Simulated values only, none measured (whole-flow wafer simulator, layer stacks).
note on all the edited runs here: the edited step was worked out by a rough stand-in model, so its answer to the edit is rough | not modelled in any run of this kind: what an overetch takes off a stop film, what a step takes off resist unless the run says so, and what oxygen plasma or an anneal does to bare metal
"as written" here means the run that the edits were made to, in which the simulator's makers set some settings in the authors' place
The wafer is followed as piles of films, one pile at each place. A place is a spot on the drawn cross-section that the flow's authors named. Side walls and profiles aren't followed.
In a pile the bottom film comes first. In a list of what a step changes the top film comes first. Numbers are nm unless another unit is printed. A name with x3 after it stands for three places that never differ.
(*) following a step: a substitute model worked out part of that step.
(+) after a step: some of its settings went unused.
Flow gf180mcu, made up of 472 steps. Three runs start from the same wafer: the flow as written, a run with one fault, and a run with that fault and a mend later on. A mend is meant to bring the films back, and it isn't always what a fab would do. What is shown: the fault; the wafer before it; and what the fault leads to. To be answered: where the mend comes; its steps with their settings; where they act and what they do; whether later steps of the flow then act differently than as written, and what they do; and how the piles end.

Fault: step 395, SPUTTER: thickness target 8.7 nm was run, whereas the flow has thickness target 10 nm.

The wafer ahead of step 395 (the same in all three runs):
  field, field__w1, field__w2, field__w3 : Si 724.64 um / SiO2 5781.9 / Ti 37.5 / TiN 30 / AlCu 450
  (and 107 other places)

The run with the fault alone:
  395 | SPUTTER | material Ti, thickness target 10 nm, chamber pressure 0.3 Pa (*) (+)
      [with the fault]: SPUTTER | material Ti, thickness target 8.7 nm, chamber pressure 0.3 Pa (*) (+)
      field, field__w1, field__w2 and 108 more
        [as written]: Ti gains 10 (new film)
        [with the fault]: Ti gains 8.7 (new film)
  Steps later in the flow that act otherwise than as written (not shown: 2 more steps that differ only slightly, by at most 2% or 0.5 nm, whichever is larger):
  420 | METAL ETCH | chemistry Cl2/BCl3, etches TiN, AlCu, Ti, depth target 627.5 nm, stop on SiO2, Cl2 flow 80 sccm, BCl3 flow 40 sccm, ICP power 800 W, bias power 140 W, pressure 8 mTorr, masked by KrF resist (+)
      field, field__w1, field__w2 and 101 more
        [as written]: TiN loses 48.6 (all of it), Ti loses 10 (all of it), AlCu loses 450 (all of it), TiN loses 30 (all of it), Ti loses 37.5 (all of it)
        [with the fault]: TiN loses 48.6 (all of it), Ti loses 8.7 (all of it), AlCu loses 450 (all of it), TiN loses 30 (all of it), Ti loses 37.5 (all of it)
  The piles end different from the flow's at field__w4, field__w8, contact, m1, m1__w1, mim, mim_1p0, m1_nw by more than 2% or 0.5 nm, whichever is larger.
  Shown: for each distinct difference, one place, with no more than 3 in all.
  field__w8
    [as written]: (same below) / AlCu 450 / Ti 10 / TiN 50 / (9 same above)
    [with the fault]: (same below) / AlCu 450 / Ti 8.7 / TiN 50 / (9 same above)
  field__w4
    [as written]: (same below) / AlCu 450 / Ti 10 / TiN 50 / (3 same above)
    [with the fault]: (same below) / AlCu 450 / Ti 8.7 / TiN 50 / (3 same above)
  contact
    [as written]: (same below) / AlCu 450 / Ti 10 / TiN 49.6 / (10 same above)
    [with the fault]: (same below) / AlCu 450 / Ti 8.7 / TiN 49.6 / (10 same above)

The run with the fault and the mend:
  The mend stands after step 395.
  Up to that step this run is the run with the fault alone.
  395a | SPUTTER | material Ti, thickness target 1.3 nm, chamber pressure 0.3 Pa (*) (+) (a further turn of the flow's step 395, with different settings)
      field, field__w1, field__w2 and 108 more
        Ti gains 1.3
  Every later step of the flow that is run acts as written at every place that is followed.
  The piles end the same as the flow's at every place that both follow.
